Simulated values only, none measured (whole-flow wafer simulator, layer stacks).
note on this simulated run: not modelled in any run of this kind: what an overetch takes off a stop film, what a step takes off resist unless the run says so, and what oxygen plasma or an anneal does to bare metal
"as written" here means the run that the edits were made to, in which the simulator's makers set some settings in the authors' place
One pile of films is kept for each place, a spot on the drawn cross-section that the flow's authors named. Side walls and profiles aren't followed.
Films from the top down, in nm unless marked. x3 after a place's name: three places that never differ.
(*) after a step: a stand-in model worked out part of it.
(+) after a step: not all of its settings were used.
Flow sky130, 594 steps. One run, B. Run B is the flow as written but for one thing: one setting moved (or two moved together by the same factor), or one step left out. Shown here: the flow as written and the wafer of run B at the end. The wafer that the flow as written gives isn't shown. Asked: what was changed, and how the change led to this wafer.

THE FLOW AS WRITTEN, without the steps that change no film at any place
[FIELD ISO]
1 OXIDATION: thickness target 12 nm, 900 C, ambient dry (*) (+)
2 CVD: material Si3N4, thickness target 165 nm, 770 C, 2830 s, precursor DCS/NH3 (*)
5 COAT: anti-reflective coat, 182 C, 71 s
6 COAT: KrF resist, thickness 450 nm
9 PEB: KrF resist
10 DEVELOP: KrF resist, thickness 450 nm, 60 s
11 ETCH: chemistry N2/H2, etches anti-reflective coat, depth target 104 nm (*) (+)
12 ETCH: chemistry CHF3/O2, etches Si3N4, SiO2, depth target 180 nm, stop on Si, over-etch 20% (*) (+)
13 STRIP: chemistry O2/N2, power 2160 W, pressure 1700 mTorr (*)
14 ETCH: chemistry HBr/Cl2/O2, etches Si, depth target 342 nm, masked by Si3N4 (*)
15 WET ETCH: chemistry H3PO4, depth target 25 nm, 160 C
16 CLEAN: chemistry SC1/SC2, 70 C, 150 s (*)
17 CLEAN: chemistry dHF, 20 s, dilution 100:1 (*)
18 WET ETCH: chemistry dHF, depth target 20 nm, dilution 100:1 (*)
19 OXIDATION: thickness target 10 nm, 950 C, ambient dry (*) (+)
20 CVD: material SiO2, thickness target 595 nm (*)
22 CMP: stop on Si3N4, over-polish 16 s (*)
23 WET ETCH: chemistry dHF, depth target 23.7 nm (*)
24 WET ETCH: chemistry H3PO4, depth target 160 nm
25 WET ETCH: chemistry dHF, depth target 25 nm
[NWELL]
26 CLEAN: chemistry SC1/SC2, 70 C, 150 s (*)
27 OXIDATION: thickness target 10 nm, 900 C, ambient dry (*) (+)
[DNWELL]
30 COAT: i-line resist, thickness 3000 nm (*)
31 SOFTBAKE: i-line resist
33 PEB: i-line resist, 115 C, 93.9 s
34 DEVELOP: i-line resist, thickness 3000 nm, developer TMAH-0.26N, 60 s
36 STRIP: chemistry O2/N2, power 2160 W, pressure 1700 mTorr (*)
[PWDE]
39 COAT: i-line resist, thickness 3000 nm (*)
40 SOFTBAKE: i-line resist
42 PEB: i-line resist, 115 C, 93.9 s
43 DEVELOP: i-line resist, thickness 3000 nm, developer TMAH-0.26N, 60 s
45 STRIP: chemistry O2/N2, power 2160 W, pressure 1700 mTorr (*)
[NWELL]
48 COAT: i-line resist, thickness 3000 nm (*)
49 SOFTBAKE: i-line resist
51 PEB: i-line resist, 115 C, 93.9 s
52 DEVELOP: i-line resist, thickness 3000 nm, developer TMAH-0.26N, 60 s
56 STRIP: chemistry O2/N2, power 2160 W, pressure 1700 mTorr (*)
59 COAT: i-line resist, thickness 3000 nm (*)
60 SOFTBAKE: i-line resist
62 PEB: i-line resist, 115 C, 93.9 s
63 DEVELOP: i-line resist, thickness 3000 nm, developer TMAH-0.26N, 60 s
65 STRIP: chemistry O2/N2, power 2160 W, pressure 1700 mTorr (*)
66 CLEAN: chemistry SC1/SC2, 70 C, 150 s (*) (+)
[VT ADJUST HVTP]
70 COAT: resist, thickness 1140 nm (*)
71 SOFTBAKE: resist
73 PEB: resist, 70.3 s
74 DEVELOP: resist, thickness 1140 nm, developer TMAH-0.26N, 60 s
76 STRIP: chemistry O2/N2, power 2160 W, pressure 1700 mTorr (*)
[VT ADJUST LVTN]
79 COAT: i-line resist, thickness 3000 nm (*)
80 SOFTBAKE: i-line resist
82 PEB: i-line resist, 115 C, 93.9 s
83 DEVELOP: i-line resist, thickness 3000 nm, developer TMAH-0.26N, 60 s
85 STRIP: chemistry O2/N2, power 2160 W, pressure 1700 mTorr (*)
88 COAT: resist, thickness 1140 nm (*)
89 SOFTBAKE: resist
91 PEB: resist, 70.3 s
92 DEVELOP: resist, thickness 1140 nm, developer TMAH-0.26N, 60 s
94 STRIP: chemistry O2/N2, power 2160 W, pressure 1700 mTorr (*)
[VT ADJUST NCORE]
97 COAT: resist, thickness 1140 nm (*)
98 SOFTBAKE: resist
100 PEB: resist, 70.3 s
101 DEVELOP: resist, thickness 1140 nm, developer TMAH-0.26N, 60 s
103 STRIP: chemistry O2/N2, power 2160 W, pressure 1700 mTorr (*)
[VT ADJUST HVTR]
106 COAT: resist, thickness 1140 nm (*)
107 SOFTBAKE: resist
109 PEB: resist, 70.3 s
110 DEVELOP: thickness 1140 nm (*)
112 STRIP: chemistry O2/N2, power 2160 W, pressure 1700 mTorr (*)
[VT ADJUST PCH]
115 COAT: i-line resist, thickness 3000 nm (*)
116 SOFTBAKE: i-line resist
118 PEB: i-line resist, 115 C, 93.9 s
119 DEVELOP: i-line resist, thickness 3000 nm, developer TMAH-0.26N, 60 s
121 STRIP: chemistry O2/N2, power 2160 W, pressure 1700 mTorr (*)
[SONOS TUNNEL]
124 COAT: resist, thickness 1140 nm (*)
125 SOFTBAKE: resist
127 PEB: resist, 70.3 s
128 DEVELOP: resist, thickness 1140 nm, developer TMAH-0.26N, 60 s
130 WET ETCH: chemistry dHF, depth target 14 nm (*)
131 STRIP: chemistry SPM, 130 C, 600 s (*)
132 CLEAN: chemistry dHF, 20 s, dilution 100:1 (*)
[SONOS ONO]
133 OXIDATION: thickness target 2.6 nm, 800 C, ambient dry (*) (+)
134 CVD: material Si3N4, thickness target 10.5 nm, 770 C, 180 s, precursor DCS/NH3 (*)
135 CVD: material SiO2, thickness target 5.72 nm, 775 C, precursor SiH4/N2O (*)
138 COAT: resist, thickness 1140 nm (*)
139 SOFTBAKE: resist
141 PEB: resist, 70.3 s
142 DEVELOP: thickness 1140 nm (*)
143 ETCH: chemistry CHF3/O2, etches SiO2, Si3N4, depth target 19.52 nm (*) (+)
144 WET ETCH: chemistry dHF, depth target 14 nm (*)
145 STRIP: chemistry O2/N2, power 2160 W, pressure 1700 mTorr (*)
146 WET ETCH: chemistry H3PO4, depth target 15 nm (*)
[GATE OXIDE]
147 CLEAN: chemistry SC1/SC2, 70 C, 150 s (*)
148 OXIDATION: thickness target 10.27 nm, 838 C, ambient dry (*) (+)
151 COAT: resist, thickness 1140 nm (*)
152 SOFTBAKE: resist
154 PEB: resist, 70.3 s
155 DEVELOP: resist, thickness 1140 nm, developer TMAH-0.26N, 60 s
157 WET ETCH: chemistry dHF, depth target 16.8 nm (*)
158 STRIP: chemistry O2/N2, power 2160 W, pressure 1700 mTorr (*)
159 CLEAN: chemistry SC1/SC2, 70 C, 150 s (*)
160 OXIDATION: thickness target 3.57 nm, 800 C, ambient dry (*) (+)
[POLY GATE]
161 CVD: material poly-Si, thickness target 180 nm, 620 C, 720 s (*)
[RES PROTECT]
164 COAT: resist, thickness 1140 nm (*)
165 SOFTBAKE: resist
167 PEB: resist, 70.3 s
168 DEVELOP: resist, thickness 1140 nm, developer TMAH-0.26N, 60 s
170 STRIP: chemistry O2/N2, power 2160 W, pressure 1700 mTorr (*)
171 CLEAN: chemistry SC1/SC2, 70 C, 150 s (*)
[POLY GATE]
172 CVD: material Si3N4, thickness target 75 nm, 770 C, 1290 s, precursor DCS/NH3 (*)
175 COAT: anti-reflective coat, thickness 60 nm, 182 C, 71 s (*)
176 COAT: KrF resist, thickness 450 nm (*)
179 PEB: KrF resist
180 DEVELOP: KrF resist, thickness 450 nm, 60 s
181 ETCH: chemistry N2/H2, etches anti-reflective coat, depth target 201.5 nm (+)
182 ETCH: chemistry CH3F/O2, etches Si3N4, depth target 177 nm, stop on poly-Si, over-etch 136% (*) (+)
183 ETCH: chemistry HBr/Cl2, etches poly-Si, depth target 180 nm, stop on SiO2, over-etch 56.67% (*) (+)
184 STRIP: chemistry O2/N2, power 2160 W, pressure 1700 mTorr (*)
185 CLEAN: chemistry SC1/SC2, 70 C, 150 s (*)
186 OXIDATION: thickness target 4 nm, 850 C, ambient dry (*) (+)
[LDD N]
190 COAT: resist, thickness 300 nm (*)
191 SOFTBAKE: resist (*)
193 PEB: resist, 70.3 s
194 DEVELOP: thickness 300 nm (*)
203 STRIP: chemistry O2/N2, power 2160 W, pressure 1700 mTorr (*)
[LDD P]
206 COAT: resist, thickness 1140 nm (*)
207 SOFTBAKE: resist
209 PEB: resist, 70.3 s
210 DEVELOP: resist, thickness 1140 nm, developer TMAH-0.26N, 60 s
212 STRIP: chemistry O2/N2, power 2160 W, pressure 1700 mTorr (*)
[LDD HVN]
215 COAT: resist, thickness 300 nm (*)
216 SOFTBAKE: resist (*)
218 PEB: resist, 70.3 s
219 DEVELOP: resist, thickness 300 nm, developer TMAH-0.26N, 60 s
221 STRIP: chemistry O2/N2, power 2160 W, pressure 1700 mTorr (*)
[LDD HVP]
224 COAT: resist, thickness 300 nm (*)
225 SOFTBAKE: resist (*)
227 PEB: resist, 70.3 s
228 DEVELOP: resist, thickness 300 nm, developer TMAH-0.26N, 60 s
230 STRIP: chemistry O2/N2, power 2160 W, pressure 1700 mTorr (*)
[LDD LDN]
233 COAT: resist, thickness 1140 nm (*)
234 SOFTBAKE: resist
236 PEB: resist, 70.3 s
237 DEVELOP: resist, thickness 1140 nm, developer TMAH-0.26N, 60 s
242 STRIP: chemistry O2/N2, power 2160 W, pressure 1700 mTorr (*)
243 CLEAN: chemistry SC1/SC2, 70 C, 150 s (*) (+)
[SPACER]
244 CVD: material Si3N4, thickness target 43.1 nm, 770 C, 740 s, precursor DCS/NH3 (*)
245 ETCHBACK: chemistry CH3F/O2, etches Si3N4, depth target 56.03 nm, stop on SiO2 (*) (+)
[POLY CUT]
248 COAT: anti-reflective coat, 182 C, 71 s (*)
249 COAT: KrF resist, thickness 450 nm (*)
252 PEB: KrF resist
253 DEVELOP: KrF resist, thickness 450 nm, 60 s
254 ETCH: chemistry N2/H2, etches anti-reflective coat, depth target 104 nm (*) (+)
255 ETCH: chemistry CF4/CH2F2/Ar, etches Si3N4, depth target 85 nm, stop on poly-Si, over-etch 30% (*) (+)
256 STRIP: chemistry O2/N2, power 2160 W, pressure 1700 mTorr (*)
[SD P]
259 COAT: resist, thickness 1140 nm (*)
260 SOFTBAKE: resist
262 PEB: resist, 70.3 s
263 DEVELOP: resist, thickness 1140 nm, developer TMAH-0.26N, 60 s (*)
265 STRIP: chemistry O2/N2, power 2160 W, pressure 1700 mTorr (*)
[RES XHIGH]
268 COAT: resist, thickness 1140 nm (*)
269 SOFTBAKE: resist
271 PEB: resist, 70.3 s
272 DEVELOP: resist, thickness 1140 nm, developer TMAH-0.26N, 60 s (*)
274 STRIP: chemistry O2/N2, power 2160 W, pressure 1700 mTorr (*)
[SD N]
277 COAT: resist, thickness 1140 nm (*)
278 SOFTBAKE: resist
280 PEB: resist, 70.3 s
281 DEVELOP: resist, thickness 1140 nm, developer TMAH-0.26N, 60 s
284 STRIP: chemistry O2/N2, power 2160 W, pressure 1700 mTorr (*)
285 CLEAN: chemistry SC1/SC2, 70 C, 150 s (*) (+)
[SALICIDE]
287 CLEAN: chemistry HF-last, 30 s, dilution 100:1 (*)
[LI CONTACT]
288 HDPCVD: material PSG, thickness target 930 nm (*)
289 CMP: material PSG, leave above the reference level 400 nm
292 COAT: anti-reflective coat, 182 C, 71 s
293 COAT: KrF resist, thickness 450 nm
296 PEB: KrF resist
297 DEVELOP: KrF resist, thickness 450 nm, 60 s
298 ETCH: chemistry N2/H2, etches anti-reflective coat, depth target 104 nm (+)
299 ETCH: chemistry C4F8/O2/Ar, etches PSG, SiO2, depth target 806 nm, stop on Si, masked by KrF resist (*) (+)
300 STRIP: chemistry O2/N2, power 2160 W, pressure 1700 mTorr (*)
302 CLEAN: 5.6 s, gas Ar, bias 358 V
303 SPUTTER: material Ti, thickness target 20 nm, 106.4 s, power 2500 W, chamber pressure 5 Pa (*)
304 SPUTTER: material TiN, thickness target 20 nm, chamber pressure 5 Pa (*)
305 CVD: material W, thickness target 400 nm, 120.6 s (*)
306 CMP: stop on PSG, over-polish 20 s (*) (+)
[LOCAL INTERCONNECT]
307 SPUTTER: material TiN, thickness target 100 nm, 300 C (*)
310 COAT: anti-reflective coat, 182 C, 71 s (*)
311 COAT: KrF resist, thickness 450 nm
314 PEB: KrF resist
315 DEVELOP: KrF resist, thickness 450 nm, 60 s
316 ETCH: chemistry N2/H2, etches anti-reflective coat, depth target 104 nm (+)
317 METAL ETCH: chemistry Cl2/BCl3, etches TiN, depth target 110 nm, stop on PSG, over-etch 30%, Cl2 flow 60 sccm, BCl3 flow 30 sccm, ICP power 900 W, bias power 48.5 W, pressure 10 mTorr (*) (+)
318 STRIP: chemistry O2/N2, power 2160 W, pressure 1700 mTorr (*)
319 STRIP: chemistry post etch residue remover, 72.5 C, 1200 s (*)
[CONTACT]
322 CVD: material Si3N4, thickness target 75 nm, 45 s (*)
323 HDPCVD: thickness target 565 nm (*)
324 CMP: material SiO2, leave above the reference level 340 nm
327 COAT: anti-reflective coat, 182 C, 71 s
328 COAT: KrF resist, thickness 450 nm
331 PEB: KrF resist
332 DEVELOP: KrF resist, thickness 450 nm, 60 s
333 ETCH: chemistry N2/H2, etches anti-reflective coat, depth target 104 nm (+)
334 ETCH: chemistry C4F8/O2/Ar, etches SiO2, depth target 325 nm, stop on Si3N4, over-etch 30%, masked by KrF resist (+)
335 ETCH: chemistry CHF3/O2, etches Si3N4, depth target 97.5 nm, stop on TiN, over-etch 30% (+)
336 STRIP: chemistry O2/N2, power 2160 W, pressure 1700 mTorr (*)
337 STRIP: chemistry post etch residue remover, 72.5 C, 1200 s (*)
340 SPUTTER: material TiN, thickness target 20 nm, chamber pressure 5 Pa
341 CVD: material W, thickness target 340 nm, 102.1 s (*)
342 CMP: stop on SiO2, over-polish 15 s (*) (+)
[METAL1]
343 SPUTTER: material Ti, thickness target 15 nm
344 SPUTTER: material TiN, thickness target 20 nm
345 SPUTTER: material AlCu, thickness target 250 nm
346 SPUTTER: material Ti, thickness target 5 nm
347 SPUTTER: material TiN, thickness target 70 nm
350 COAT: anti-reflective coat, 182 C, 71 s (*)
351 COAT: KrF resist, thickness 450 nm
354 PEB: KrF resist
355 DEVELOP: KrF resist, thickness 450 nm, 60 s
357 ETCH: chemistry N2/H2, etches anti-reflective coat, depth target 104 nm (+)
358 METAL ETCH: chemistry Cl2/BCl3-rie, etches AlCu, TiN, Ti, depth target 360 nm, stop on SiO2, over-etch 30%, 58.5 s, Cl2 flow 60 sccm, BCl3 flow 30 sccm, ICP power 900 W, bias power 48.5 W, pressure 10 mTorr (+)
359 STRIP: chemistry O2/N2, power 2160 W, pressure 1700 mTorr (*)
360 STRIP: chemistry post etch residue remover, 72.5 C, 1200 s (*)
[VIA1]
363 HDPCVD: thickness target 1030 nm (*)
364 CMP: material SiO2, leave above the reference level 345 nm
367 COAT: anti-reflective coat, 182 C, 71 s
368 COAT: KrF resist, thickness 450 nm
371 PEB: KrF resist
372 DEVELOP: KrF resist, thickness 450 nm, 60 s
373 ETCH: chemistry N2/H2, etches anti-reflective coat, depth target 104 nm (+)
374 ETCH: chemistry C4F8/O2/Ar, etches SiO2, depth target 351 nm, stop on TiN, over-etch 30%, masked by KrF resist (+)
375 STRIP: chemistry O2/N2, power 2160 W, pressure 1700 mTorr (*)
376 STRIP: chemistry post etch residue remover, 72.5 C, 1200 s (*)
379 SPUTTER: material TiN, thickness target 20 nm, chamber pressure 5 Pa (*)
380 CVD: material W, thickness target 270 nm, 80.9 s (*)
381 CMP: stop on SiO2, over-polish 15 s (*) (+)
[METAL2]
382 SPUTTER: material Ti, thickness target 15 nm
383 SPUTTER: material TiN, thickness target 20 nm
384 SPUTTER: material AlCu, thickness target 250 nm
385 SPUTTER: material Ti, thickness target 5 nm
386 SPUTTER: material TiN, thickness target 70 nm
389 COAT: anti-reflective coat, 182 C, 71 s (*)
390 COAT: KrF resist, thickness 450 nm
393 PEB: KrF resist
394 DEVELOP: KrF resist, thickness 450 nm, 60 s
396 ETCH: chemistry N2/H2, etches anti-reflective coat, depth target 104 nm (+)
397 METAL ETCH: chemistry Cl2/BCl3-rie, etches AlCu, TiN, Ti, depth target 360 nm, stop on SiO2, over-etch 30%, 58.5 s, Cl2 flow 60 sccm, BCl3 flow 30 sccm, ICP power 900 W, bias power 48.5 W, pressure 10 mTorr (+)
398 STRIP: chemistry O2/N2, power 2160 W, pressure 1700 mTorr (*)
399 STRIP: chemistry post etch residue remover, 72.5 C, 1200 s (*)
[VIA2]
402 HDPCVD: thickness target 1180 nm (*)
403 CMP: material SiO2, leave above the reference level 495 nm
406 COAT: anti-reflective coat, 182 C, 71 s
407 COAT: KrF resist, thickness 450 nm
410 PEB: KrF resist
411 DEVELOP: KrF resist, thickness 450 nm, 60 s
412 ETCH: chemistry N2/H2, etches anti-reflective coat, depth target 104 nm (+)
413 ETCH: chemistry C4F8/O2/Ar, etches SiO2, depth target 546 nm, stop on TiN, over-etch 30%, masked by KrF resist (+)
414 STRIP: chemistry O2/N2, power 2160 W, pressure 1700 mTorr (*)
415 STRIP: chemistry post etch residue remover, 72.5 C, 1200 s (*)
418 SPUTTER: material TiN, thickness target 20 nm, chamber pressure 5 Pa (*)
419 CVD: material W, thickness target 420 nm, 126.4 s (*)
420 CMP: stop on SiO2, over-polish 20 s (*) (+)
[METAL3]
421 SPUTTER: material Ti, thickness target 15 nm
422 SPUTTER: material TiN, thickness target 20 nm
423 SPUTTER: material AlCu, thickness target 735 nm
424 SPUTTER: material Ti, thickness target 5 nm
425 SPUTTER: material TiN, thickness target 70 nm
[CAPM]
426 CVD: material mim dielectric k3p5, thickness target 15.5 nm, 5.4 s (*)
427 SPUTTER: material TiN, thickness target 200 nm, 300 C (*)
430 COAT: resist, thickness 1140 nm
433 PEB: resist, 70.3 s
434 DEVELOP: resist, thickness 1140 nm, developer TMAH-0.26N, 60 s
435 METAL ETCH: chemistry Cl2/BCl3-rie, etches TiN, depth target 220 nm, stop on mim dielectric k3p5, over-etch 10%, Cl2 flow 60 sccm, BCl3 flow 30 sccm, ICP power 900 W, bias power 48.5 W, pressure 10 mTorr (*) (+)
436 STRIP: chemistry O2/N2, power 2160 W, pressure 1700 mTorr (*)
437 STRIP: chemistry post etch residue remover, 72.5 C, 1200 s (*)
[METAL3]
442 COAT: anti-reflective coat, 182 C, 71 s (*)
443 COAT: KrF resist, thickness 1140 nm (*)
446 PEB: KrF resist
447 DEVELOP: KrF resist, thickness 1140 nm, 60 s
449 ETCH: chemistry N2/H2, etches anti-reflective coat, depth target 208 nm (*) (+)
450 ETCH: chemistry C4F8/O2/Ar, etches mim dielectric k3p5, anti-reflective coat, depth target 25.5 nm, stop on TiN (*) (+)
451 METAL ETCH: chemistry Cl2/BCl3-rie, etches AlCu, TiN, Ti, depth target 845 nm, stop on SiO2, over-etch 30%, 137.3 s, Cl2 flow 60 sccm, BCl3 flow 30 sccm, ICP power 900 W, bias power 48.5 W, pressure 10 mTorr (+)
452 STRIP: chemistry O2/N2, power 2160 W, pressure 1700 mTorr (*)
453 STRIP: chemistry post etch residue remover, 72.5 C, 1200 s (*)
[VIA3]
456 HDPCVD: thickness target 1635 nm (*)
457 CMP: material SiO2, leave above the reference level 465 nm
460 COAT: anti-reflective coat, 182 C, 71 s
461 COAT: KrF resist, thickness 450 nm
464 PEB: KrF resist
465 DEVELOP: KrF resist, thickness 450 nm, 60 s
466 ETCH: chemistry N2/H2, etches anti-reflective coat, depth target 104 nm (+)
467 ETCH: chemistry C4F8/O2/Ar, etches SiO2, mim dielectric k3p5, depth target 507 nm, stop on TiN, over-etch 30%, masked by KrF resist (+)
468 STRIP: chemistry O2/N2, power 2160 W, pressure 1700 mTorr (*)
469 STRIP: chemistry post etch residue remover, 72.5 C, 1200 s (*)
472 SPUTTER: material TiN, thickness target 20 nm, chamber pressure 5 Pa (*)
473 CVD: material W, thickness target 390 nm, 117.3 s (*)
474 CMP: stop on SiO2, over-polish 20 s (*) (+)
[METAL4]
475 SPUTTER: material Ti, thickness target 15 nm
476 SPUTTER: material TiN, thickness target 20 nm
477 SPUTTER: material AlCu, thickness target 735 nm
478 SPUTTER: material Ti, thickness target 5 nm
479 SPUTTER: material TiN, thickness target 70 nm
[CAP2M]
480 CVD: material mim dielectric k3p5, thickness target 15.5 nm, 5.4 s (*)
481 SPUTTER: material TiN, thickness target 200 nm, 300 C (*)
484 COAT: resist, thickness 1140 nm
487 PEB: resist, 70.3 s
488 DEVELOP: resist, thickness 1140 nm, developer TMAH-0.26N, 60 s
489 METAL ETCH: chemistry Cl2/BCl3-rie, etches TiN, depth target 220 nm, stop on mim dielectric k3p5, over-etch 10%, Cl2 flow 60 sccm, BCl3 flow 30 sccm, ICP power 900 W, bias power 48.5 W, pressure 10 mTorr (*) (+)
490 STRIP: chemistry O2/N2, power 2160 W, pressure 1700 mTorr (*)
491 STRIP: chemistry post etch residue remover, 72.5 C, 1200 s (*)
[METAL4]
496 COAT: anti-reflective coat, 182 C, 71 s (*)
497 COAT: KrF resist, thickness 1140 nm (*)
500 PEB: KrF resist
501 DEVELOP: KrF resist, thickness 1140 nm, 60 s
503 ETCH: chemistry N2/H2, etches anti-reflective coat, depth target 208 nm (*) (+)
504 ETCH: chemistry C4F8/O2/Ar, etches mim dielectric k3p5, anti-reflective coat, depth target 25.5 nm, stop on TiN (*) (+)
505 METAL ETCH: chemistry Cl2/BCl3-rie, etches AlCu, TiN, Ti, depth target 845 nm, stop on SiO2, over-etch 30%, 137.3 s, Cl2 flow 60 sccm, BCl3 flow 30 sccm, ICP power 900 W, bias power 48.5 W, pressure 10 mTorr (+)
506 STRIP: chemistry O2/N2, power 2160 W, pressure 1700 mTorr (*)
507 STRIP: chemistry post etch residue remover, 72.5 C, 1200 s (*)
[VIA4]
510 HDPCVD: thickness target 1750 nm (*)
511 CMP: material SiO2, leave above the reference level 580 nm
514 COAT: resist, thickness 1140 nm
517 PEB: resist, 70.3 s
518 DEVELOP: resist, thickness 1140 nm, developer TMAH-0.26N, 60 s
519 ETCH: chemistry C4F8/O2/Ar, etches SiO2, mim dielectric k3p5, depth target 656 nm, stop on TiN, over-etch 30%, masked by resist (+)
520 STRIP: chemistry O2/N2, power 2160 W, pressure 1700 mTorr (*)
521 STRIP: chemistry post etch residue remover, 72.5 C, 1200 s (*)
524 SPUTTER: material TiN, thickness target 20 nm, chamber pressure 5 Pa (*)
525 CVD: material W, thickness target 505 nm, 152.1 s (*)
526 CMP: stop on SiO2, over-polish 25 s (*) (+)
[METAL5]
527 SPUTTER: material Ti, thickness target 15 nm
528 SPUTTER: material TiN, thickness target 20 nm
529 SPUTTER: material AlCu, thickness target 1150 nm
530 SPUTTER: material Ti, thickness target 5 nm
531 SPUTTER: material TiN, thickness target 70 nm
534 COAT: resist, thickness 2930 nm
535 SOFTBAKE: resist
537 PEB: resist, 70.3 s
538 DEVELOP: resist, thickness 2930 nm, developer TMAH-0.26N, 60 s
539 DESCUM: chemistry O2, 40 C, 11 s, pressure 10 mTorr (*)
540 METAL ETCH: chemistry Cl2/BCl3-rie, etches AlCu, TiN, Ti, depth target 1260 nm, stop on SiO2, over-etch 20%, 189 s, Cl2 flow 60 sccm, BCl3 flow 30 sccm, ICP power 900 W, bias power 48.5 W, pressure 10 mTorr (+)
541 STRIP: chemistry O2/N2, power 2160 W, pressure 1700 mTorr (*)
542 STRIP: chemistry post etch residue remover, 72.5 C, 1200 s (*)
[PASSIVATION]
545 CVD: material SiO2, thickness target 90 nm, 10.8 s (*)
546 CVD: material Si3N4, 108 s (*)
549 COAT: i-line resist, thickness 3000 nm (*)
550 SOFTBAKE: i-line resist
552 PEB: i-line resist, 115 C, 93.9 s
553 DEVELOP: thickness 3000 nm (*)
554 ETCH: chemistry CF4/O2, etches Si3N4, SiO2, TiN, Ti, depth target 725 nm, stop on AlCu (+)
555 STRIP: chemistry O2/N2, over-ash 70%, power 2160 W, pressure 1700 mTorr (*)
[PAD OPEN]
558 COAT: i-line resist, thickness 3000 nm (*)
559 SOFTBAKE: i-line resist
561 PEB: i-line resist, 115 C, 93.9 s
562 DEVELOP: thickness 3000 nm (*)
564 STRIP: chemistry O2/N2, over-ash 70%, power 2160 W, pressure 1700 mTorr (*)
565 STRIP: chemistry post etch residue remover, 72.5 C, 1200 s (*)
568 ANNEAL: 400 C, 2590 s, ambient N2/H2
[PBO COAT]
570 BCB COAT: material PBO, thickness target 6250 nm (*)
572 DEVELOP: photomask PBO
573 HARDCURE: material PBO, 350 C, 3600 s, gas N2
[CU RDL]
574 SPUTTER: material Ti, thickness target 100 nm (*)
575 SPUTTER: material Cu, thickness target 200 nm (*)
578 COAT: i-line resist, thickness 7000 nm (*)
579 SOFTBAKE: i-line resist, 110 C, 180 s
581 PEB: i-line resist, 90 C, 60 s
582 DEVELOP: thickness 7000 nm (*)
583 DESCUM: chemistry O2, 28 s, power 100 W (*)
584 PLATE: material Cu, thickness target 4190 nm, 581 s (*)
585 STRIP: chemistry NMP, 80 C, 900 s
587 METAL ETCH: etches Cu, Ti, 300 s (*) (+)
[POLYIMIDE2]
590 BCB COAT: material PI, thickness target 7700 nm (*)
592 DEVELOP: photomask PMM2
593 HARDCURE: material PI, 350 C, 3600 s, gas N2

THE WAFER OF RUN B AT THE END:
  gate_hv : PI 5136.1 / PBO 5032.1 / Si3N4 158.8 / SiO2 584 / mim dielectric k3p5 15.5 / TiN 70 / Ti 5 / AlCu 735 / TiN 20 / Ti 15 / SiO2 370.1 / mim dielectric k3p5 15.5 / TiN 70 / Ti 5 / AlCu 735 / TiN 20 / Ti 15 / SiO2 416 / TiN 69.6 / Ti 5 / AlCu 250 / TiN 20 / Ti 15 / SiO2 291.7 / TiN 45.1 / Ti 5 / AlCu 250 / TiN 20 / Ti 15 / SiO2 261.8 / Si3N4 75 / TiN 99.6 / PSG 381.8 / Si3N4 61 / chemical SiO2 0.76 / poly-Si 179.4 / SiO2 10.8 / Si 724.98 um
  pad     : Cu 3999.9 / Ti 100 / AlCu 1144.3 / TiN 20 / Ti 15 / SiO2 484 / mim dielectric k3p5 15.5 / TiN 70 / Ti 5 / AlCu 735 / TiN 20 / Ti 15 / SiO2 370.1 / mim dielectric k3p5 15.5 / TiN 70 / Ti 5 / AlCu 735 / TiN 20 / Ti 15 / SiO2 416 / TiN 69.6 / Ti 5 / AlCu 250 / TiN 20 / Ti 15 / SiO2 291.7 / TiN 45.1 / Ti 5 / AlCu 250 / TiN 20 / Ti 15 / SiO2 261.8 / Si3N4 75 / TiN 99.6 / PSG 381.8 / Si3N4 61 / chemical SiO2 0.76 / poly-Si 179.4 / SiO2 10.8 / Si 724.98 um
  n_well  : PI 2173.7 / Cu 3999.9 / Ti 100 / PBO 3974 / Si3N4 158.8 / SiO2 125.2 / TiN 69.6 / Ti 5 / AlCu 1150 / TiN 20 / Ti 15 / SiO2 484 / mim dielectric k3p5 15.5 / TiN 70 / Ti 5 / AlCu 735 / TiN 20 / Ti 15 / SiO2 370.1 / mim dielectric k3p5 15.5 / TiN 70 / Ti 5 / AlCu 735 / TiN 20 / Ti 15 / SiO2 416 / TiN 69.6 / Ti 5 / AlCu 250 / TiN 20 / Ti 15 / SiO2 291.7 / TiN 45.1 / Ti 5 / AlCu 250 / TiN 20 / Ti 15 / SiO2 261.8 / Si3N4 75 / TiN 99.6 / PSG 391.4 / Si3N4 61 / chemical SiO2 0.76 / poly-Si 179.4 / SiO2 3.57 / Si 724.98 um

The cause: step 347, SPUTTER: thickness target 45.5 nm was run, where the flow has thickness target 70 nm.

How the change led to this, step by step:
  347 SPUTTER: material TiN, thickness target 70 nm
      field, active, n_well and 188 more: TiN +45.5 (new film) (as written it would be: TiN +70 (new film))
  358 METAL ETCH: chemistry Cl2/BCl3-rie, etches AlCu, TiN, Ti, depth target 360 nm, stop on SiO2, over-etch 30%, 58.5 s, Cl2 flow 60 sccm, BCl3 flow 30 sccm, ICP power 900 W, bias power 48.5 W, pressure 10 mTorr (+)
      field, active, gate and 81 more: TiN -44.2 (all of it), Ti -5 (all of it), AlCu -250 (all of it), TiN -20 (all of it), Ti -15 (all of it), SiO2 -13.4 (as written it would be: TiN -68.7 (all of it), Ti -5 (all of it), AlCu -250 (all of it), TiN -20 (all of it), Ti -15 (all of it), SiO2 -10.9)
  364 CMP: material SiO2, leave above the reference level 345 nm
      n_well, p_well, gate_hv and 100 more: SiO2 -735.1 (as written it would be: SiO2 -759.6)
      poly_licon, ndiff_licon, ndiff_licon_cpp, rpo_hd_licon: SiO2 -734.5 (as written it would be: SiO2 -759)
  374 ETCH: chemistry C4F8/O2/Ar, etches SiO2, depth target 351 nm, stop on TiN, over-etch 30%, masked by KrF resist (+)
      m1, via1_hole: SiO2 -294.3 (all of it) (as written it would be: SiO2 -269.8 (all of it))
  380 CVD: material W, thickness target 270 nm, 80.9 s (*)
      m1, via1_hole: W +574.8 (new film) (as written it would be: W +549.9 (new film))
